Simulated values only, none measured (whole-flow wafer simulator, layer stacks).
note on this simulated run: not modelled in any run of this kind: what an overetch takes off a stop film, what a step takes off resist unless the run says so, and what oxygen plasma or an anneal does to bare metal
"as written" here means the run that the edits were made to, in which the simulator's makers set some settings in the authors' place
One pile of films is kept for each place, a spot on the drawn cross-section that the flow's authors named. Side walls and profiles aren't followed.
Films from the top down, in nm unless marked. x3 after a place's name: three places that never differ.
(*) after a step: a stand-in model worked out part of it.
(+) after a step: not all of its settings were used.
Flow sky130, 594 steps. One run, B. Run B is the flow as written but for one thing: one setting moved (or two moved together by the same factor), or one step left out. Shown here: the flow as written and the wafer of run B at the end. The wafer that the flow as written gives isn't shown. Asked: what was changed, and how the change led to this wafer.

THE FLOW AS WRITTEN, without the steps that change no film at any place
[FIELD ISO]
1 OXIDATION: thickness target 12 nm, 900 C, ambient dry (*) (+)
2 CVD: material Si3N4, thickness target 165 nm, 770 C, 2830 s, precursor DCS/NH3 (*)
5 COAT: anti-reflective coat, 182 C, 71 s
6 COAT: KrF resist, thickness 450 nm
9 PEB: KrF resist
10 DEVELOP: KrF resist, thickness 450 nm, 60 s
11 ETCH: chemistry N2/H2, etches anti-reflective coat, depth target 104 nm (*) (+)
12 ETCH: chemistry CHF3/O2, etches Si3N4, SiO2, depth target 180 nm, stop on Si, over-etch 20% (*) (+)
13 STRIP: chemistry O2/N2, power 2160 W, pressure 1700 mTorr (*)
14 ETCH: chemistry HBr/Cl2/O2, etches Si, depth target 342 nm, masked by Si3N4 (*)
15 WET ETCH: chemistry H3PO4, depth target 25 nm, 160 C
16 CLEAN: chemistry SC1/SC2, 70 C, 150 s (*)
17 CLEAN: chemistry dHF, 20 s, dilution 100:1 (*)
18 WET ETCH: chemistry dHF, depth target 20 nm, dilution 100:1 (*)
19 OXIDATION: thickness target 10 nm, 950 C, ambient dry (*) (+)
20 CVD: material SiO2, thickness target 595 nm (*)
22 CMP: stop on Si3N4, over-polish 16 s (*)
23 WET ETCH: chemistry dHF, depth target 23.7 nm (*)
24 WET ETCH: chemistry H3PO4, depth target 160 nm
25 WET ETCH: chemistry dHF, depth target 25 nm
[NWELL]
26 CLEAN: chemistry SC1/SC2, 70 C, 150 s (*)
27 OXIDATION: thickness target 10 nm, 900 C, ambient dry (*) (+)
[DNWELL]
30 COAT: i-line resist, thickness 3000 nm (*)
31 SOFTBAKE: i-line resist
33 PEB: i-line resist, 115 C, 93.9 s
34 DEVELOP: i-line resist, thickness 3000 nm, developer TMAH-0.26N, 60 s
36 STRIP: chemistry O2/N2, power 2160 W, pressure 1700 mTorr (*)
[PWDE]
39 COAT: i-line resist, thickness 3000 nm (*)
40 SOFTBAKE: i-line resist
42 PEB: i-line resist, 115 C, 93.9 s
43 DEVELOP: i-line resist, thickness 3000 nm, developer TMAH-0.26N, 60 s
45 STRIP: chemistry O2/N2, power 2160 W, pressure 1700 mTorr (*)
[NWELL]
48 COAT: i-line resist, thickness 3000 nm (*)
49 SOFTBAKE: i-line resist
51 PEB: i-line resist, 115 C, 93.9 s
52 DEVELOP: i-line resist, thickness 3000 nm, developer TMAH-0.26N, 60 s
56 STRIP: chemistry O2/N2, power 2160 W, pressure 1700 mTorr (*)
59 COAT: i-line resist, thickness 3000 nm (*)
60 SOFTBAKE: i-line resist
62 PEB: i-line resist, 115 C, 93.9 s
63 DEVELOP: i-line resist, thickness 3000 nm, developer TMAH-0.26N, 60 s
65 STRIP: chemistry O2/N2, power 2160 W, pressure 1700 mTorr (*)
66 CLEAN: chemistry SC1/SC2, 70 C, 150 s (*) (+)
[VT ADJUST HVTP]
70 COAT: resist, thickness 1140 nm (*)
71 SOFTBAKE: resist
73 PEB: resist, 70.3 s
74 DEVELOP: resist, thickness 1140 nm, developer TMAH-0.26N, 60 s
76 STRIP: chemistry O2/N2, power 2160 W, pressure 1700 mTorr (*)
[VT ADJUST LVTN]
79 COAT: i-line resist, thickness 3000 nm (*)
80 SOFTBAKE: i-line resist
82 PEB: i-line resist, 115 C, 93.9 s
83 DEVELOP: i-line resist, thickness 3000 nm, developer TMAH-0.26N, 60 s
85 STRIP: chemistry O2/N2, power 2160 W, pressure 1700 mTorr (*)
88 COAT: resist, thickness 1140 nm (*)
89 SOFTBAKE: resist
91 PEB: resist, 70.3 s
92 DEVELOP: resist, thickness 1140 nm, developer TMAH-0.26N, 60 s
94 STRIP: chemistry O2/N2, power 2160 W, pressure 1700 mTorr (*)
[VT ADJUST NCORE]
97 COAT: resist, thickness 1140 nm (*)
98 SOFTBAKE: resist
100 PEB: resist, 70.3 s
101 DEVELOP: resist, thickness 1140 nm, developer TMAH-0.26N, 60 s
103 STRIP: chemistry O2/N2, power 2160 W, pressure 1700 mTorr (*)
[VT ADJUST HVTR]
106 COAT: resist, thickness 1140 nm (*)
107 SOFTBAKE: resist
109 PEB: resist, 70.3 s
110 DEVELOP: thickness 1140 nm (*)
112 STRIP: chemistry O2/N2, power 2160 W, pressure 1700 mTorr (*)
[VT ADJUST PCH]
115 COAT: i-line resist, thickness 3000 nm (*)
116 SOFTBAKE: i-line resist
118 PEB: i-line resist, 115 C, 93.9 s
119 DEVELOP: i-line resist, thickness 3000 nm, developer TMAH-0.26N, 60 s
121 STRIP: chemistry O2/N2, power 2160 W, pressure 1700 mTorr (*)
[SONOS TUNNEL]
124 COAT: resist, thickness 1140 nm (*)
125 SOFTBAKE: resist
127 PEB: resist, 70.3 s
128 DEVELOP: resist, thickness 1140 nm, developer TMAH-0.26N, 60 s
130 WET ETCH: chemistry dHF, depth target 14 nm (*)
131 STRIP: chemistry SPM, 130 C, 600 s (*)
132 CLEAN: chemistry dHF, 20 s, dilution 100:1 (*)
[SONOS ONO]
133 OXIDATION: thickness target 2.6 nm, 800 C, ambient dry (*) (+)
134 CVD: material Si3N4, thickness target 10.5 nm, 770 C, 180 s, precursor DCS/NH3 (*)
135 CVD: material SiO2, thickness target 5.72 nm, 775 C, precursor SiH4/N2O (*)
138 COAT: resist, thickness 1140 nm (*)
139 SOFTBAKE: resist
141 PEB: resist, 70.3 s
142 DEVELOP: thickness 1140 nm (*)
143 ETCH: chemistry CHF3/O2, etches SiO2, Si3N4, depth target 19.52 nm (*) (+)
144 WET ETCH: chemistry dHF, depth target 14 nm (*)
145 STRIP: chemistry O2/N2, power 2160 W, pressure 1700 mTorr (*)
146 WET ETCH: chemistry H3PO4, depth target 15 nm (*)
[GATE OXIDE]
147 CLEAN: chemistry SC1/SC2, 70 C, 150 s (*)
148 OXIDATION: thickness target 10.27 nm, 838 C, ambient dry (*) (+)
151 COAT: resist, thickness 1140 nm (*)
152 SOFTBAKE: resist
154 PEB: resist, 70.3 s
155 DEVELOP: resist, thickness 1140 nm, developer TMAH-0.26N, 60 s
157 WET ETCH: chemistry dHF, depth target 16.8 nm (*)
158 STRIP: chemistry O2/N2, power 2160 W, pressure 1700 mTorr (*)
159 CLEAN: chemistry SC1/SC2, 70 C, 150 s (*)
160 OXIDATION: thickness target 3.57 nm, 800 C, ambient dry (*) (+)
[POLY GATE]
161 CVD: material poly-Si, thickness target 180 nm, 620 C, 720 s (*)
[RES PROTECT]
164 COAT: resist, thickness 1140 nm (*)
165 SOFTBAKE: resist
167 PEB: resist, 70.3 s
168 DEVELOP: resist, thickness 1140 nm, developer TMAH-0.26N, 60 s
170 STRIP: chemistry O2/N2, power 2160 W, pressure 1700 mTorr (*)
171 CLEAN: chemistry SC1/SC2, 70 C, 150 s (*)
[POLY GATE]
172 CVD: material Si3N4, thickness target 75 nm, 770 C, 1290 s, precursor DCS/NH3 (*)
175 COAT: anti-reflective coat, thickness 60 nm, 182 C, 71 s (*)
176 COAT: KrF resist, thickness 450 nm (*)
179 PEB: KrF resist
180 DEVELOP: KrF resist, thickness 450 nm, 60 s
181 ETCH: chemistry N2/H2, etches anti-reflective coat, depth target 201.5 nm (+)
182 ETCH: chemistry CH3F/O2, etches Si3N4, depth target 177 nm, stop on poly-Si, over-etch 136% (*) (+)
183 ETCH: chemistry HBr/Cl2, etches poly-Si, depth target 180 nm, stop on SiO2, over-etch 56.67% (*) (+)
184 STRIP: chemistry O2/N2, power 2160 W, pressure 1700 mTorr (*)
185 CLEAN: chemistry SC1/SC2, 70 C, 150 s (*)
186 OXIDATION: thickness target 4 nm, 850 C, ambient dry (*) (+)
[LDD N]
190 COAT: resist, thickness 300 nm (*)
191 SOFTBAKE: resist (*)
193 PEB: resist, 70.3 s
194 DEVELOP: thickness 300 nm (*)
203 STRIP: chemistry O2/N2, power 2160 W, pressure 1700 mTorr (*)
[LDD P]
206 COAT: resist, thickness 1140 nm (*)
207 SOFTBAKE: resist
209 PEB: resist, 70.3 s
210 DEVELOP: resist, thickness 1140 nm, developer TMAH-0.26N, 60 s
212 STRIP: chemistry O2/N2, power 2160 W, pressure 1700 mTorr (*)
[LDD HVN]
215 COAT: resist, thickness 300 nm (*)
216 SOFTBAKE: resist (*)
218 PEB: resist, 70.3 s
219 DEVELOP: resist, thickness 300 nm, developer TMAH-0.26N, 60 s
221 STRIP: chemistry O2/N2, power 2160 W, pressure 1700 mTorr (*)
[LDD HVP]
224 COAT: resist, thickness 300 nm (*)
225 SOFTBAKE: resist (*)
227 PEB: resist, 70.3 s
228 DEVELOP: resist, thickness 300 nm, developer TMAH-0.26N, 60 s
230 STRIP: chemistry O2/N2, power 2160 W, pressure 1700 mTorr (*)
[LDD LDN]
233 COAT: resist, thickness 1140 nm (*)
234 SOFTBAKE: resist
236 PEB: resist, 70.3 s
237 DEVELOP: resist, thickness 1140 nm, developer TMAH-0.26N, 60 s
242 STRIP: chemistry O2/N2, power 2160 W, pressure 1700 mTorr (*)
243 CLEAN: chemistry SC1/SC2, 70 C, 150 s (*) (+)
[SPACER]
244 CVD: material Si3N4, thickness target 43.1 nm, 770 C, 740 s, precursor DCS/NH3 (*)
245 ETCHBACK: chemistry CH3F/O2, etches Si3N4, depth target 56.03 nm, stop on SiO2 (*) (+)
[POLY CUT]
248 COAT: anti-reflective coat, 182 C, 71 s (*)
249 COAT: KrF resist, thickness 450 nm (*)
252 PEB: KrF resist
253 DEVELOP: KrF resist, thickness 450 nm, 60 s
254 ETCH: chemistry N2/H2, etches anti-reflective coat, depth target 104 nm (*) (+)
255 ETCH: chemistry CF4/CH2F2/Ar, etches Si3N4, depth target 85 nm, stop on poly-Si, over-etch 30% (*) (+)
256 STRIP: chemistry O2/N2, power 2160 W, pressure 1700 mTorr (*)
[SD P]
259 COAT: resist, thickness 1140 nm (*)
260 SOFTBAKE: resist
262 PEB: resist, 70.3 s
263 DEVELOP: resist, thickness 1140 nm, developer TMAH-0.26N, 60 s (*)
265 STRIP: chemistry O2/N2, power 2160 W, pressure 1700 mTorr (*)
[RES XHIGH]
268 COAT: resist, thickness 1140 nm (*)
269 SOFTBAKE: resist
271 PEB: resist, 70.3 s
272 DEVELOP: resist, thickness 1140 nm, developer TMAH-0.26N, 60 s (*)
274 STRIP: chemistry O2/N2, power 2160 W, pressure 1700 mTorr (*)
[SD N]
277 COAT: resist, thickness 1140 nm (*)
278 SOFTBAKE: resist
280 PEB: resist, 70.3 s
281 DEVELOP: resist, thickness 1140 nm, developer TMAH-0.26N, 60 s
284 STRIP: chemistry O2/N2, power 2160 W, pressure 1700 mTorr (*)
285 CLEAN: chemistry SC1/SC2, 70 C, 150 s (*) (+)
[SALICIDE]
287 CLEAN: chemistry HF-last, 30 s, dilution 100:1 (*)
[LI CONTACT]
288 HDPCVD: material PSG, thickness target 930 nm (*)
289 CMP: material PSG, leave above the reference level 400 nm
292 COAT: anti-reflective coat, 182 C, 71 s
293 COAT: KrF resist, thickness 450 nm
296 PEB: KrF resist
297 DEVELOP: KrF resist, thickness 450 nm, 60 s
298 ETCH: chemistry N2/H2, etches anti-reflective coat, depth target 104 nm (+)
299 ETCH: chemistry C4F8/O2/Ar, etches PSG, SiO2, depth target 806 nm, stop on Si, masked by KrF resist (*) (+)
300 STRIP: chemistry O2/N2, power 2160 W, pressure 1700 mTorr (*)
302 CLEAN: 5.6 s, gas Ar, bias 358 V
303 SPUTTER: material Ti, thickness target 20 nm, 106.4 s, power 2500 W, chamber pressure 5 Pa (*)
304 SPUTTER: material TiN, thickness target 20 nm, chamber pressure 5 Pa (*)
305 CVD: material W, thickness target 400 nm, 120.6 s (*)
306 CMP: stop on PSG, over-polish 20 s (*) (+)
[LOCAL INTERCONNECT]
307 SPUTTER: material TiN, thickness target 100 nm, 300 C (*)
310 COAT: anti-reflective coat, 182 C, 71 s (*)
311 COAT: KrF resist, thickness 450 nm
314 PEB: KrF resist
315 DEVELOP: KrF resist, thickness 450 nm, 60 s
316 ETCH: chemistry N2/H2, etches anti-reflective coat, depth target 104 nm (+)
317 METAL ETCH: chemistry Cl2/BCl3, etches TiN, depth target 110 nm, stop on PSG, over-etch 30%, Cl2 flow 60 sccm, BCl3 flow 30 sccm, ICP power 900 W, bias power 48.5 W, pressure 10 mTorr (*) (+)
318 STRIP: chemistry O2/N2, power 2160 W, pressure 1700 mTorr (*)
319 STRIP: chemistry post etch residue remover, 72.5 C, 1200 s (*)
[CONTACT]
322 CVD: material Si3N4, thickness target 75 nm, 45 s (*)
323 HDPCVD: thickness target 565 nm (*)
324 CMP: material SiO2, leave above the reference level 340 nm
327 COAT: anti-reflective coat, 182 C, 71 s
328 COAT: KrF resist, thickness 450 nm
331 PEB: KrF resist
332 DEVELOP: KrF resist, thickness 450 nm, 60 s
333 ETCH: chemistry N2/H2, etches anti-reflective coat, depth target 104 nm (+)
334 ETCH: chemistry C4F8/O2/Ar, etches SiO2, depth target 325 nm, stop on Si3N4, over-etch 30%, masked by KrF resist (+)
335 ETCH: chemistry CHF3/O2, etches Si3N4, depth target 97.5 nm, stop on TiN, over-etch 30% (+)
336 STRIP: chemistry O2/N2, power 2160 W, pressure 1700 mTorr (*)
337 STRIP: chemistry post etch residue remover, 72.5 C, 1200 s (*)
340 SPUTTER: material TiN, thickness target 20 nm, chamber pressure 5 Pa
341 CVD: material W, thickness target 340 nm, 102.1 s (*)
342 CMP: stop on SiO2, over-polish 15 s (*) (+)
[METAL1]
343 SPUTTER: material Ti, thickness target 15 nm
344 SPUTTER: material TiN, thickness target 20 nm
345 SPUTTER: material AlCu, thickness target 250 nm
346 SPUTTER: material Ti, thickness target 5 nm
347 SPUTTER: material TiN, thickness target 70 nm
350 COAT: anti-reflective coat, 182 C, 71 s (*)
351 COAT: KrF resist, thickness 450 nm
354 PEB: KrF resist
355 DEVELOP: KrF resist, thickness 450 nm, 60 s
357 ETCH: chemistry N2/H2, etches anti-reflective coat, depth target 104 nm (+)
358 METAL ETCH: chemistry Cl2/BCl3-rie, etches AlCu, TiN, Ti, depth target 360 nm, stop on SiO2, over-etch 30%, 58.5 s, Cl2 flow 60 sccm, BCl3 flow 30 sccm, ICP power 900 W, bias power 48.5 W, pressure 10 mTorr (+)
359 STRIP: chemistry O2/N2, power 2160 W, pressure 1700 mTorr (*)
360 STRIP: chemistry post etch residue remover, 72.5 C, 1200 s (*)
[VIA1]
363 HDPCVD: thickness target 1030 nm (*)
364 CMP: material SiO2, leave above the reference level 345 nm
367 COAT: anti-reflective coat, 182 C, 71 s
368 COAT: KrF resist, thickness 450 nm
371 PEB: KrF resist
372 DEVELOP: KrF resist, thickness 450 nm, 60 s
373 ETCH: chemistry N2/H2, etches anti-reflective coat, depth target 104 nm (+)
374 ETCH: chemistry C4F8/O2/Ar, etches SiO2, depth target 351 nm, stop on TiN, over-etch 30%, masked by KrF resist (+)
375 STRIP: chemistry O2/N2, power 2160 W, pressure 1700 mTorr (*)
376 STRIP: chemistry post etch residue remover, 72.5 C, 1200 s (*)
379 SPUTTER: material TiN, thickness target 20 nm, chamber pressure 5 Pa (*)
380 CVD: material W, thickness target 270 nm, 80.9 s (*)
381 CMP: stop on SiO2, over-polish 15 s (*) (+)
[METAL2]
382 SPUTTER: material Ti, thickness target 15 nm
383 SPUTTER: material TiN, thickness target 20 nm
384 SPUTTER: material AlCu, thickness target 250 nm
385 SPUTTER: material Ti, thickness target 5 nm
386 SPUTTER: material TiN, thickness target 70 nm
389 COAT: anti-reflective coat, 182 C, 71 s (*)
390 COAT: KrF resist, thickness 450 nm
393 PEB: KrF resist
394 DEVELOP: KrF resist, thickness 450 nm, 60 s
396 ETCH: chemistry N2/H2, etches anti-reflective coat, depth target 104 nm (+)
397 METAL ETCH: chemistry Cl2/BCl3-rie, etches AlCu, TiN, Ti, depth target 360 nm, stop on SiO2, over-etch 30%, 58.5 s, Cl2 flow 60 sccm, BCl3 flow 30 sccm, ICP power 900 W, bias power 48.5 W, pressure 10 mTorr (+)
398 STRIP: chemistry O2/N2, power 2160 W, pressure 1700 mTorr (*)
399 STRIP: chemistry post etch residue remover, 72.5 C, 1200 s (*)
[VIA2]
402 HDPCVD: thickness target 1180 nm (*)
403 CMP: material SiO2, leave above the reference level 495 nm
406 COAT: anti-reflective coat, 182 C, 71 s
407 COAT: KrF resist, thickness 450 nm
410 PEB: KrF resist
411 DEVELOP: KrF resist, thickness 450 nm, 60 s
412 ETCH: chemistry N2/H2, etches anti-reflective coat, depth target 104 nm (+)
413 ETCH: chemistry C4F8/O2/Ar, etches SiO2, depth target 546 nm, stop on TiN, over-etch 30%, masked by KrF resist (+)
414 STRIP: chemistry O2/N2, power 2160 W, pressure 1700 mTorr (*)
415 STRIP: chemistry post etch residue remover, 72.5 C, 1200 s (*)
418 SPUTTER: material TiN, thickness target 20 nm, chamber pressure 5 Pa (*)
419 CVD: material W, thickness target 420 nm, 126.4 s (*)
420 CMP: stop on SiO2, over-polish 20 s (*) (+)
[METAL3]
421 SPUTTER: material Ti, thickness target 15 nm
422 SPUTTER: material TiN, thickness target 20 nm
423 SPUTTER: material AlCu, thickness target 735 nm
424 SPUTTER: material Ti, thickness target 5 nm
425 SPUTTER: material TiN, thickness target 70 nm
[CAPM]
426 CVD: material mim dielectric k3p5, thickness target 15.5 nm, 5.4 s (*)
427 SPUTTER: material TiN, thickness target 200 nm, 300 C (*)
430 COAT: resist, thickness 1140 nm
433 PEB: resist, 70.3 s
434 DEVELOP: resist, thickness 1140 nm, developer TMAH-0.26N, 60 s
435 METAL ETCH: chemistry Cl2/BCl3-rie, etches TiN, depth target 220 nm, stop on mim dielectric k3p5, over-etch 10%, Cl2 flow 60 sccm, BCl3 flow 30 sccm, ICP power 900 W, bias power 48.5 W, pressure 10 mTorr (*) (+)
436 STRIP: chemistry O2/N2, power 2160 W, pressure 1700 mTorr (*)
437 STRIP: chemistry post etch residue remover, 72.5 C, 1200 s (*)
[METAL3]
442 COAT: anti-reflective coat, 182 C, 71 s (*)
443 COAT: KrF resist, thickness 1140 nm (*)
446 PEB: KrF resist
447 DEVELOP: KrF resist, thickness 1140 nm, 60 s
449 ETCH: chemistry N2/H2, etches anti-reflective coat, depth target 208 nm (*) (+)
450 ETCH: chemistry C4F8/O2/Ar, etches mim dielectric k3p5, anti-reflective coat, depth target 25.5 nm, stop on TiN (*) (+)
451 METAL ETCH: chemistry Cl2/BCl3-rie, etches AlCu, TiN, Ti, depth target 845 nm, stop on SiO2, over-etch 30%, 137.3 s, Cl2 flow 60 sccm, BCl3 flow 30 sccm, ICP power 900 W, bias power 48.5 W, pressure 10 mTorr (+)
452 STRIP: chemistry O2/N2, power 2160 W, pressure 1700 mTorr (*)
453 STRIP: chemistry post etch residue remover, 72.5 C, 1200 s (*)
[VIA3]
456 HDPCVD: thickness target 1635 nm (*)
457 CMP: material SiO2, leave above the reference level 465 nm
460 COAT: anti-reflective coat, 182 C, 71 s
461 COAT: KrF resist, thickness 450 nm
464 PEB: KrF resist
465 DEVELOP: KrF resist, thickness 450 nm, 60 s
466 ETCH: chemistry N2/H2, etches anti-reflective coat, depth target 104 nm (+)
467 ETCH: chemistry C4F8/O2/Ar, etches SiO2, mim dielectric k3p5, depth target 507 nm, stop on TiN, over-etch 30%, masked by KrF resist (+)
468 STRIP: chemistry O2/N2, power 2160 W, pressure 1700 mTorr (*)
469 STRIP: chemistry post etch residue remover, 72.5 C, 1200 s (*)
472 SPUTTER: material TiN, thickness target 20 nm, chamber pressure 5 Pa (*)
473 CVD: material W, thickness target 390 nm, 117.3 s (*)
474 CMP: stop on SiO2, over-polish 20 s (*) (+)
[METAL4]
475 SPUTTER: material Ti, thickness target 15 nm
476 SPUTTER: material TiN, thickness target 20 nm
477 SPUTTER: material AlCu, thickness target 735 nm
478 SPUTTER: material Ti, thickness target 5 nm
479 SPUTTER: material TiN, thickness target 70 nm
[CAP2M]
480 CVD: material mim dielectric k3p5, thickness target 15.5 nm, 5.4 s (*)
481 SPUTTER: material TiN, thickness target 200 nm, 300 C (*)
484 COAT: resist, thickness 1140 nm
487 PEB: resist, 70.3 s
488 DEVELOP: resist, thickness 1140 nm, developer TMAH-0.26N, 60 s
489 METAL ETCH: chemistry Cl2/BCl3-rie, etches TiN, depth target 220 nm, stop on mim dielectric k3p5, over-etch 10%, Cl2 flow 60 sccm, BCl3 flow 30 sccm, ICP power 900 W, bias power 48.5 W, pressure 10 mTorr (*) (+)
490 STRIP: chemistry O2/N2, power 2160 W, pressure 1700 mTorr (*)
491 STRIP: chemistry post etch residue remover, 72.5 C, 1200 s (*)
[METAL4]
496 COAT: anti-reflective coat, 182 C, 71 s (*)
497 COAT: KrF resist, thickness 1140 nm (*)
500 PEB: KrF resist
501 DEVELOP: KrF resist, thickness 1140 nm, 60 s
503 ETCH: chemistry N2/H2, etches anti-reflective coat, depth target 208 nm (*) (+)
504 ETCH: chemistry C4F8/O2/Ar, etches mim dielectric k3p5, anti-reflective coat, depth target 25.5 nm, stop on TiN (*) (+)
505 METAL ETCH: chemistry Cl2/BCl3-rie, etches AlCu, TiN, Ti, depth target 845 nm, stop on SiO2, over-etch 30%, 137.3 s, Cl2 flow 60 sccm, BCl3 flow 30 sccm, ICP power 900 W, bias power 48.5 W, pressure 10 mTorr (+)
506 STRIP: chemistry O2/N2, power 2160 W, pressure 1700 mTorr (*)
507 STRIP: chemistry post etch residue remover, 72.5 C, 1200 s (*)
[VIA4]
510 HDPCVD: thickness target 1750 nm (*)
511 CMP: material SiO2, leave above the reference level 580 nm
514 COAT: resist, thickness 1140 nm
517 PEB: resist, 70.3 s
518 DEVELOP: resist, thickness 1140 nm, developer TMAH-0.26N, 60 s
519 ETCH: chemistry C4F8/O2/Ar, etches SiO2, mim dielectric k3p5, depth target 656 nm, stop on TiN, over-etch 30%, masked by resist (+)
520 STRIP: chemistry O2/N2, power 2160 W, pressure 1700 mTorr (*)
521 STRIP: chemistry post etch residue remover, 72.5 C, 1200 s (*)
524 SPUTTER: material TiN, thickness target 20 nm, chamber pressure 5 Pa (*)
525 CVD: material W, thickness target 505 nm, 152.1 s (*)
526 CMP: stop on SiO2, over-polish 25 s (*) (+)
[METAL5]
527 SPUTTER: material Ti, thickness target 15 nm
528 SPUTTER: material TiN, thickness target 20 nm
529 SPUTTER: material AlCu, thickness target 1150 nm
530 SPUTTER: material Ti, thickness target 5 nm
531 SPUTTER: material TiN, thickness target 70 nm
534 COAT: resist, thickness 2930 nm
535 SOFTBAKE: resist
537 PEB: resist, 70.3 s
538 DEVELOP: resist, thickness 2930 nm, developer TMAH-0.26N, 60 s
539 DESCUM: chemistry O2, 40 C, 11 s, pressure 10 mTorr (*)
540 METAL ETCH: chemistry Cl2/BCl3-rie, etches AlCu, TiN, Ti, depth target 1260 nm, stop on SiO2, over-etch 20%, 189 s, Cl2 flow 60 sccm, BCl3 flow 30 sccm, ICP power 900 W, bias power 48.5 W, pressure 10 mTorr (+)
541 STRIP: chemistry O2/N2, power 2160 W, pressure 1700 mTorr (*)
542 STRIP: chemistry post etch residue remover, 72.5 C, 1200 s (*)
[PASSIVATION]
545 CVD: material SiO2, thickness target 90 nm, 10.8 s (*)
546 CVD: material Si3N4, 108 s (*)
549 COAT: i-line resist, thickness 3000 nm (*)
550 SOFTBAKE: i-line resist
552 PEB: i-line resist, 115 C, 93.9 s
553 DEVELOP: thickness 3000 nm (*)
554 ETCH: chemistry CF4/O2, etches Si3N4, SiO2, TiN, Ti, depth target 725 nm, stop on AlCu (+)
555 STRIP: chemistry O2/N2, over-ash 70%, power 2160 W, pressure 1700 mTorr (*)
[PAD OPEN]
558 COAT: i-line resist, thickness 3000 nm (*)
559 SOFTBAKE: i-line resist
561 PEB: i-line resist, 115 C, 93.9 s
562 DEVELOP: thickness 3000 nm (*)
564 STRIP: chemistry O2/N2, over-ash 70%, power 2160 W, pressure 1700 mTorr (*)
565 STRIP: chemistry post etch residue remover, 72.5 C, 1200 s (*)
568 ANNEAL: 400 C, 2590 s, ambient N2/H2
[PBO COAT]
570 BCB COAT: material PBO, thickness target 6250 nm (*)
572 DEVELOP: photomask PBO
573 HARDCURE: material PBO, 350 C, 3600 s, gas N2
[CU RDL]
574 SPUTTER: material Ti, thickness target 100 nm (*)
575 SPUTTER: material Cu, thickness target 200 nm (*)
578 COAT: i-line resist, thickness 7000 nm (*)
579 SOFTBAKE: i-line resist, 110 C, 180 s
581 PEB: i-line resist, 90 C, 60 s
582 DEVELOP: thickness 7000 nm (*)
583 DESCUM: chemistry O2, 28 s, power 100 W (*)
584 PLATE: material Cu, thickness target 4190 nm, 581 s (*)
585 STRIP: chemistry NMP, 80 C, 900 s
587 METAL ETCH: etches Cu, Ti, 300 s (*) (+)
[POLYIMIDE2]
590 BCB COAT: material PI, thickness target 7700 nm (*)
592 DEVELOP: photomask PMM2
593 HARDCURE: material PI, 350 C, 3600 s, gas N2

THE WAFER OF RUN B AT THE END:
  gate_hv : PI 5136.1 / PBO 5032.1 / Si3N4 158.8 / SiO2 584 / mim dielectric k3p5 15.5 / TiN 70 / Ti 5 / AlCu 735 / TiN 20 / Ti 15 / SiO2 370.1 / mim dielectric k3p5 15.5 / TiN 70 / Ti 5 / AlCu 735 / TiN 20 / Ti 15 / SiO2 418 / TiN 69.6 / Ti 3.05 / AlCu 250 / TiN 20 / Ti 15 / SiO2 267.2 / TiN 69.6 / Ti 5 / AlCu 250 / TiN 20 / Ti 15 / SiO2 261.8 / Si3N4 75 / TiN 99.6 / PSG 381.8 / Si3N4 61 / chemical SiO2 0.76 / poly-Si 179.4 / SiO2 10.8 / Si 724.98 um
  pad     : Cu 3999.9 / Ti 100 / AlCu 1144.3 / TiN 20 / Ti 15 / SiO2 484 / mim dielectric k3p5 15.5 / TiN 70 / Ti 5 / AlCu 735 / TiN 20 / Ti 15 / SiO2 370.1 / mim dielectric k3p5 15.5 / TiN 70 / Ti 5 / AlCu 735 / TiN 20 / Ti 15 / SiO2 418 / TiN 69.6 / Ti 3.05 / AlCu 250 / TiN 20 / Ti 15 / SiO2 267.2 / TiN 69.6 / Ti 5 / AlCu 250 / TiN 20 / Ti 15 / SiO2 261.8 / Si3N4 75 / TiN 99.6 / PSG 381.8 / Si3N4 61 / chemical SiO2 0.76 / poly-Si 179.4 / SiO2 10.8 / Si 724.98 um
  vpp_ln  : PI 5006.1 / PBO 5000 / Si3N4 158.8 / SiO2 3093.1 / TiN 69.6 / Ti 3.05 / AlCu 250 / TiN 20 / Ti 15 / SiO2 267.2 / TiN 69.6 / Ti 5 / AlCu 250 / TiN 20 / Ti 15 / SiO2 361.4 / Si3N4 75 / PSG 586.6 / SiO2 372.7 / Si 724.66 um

The cause: step 385, SPUTTER: thickness target 3.05 nm was run, where the flow has thickness target 5 nm.
It can be read off the wafer: gate_hv has Ti 3.05, and step 385 as written asks for 5 nm.

How the change led to this, step by step:
  385 SPUTTER: material Ti, thickness target 5 nm
      field, active, n_well and 188 more: Ti +3.05 (new film) (as written it would be: Ti +5 (new film))
  397 METAL ETCH: chemistry Cl2/BCl3-rie, etches AlCu, TiN, Ti, depth target 360 nm, stop on SiO2, over-etch 30%, 58.5 s, Cl2 flow 60 sccm, BCl3 flow 30 sccm, ICP power 900 W, bias power 48.5 W, pressure 10 mTorr (+)
      field, active, gate and 82 more: TiN -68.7 (all of it), Ti -3.05 (all of it), AlCu -250 (all of it), TiN -20 (all of it), Ti -15 (all of it), SiO2 -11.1 (as written it would be: TiN -68.7 (all of it), Ti -5 (all of it), AlCu -250 (all of it), TiN -20 (all of it), Ti -15 (all of it), SiO2 -10.9)
